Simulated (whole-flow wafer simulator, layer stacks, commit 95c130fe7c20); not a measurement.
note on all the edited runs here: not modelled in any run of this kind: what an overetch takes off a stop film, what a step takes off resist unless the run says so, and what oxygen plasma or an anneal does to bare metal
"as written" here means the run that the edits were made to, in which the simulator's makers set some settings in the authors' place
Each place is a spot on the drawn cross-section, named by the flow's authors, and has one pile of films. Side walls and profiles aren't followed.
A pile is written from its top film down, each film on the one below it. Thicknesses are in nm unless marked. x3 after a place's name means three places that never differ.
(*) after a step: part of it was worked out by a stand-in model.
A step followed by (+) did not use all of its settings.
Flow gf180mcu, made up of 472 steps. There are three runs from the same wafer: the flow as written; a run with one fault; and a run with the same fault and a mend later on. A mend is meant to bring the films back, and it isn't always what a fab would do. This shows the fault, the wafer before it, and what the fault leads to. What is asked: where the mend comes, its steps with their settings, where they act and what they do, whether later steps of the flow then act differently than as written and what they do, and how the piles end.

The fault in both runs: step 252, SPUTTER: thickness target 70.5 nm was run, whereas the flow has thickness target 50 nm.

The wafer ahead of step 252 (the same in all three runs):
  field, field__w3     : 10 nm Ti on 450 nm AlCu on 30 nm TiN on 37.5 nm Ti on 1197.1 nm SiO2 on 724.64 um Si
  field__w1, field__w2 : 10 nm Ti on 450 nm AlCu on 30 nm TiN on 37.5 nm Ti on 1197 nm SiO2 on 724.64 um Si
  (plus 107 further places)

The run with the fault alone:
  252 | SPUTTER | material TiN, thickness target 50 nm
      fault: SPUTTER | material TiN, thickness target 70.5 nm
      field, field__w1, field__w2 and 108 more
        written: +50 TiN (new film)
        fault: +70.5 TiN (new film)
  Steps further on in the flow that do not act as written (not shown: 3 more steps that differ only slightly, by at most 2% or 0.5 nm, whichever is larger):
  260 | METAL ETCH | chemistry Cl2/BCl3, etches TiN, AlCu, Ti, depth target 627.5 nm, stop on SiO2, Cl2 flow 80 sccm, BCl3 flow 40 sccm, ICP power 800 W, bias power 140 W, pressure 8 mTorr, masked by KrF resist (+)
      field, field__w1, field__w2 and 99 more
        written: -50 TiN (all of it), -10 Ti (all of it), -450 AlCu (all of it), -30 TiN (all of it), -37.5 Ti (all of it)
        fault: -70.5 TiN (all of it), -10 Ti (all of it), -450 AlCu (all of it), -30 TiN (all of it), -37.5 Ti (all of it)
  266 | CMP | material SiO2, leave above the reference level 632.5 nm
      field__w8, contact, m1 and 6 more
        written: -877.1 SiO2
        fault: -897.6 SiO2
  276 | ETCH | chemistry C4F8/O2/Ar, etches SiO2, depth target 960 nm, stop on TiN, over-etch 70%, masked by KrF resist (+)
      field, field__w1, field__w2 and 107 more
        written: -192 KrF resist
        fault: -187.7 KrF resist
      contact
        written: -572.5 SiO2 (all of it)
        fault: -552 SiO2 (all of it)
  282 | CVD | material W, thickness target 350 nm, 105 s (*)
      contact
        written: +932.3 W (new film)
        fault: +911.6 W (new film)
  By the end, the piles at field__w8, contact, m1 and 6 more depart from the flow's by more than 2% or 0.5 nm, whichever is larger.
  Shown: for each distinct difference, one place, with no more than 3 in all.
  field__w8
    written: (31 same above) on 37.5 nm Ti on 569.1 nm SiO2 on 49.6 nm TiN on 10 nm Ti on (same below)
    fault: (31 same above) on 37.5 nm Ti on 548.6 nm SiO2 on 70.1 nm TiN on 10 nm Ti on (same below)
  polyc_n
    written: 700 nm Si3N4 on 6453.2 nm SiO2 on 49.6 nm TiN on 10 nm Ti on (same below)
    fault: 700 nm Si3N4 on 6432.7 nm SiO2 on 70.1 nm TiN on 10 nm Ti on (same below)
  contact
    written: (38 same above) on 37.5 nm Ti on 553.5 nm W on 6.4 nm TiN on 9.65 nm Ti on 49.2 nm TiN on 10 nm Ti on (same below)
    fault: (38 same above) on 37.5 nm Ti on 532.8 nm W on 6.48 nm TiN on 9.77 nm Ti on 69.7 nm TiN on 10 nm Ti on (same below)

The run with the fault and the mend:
  The mend follows step 252.
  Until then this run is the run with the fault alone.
  252a | METAL ETCH | chemistry Cl2/BCl3, etches TiN, AlCu, Ti, depth target 20.5 nm, Cl2 flow 80 sccm, BCl3 flow 40 sccm, ICP power 800 W, bias power 140 W, pressure 8 mTorr
      field, field__w1, field__w2 and 108 more
        -20.5 TiN
  Every later step of the flow that is run acts as written at every place that is followed.
  The piles end the same as the flow's at every place that both follow.
